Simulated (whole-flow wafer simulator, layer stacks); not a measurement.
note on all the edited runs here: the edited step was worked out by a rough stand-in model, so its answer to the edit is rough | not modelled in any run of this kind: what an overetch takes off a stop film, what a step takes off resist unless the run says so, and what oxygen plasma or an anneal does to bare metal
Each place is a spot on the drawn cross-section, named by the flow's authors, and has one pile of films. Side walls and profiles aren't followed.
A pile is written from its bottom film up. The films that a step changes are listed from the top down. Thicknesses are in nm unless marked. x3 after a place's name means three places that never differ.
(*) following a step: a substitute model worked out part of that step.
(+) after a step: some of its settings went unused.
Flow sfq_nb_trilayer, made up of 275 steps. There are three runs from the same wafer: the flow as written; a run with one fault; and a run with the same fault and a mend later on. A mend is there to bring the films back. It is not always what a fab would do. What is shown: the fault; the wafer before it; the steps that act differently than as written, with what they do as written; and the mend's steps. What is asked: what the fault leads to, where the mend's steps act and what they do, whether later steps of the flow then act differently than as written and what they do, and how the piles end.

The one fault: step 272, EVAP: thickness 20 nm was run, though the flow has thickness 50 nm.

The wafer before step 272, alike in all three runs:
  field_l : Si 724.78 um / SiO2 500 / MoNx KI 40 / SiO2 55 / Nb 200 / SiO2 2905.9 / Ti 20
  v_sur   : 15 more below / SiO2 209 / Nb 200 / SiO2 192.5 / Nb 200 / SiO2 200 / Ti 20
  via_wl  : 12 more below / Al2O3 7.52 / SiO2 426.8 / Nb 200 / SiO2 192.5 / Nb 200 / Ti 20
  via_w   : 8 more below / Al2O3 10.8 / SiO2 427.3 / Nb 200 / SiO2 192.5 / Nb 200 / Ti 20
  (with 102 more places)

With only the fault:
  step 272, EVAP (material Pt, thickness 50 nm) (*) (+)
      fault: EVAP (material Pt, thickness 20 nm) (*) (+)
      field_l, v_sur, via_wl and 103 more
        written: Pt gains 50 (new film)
        fault: Pt gains 20 (new film)
  Later steps of the flow acting differently than as written:
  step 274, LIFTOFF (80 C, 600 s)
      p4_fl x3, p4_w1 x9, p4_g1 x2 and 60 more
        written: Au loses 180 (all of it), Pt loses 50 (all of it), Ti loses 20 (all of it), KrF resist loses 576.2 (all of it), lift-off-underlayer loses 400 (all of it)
        fault: Au loses 180 (all of it), Pt loses 20 (all of it), Ti loses 20 (all of it), KrF resist loses 576.2 (all of it), lift-off-underlayer loses 400 (all of it)
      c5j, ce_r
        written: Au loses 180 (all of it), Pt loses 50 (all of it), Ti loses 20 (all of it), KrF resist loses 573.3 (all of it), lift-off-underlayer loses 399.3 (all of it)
        fault: Au loses 180 (all of it), Pt loses 20 (all of it), Ti loses 20 (all of it), KrF resist loses 573.3 (all of it), lift-off-underlayer loses 399.3 (all of it)
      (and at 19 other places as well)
  By the end, the piles at field_l, v_sur, via_wl and 8 more depart from the flow's by more than 2% or 0.5 nm, whichever is larger.
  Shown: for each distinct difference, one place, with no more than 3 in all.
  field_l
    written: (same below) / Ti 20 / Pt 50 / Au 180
    fault: (same below) / Ti 20 / Pt 20 / Au 180

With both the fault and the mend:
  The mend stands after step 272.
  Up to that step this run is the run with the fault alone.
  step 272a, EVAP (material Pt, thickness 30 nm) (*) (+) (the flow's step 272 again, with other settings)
      field_l, v_sur, via_wl and 103 more
        Pt gains 30
  None of the later steps of the flow acts differently than as written at any place that is followed.
  The piles end the same as the flow's at every place that both follow.
